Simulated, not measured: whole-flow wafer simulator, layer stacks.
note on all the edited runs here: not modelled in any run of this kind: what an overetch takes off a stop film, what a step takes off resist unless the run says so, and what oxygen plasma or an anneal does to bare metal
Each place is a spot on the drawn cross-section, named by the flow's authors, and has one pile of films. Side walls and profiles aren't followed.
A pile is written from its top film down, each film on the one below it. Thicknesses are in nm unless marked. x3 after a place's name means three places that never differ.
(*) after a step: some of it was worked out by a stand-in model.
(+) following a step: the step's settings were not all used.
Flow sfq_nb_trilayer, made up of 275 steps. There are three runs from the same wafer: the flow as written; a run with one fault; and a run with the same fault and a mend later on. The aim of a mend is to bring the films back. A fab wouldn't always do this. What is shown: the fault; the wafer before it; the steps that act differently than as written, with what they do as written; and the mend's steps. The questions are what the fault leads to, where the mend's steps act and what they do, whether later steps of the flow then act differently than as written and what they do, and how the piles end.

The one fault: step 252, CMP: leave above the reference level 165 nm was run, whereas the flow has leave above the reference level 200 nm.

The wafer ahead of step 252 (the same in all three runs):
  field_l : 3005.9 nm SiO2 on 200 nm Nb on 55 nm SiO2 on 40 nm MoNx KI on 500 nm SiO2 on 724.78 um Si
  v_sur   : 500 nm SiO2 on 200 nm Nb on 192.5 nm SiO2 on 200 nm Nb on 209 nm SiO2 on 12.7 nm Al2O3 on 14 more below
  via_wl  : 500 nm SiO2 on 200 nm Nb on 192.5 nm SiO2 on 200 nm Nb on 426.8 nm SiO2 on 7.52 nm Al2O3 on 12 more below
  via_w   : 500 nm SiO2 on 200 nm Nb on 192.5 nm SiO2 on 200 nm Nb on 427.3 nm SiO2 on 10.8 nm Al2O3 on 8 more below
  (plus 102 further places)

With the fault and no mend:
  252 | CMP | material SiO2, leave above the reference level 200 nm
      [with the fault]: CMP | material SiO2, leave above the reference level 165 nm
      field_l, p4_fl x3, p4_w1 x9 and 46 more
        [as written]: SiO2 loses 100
        [with the fault]: SiO2 loses 135
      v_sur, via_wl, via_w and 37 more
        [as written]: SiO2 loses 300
        [with the fault]: SiO2 loses 335
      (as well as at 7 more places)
  Steps later in the flow that act otherwise than as written (4 other steps are not shown; they differ only slightly, by no more than 2% or 0.5 nm, whichever is larger):
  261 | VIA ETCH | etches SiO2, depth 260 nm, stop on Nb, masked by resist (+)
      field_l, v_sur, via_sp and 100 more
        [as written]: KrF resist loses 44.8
        [with the fault]: KrF resist loses 42.6
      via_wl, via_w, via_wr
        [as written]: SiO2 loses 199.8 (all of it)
        [with the fault]: SiO2 loses 164.8 (all of it)
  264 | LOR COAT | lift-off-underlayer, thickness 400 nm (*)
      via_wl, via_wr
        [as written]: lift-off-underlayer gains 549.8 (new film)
        [with the fault]: lift-off-underlayer gains 523.6 (new film)
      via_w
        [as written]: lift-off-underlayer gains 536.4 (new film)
        [with the fault]: lift-off-underlayer gains 512.5 (new film)
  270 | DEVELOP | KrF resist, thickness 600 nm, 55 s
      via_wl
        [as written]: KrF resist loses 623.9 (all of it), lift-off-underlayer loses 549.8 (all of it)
        [with the fault]: KrF resist loses 619.5 (all of it), lift-off-underlayer loses 523.6 (all of it)
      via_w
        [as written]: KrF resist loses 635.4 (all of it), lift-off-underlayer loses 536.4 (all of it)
        [with the fault]: KrF resist loses 629 (all of it), lift-off-underlayer loses 512.5 (all of it)
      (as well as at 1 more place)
  At v_sur, via_sp, via_v and 83 more, the piles at the end differ from the flow's by more than 2% or 0.5 nm, whichever is larger.
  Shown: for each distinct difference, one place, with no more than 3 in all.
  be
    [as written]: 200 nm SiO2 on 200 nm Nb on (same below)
    [with the fault]: 165 nm SiO2 on 200 nm Nb on (same below)
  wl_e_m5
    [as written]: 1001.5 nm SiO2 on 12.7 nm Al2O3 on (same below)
    [with the fault]: 966.5 nm SiO2 on 12.7 nm Al2O3 on (same below)
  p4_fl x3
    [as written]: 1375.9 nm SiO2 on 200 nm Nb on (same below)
    [with the fault]: 1340.9 nm SiO2 on 200 nm Nb on (same below)

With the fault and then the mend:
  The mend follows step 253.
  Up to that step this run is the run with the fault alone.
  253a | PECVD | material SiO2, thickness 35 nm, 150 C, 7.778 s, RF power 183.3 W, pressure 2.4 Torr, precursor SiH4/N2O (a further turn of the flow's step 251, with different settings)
      field_l, v_sur, via_wl and 103 more
        SiO2 gains 35
  Every later step of the flow that is run acts as written at every place that is followed.
  At every place that both follow, the piles at the end match the flow's.
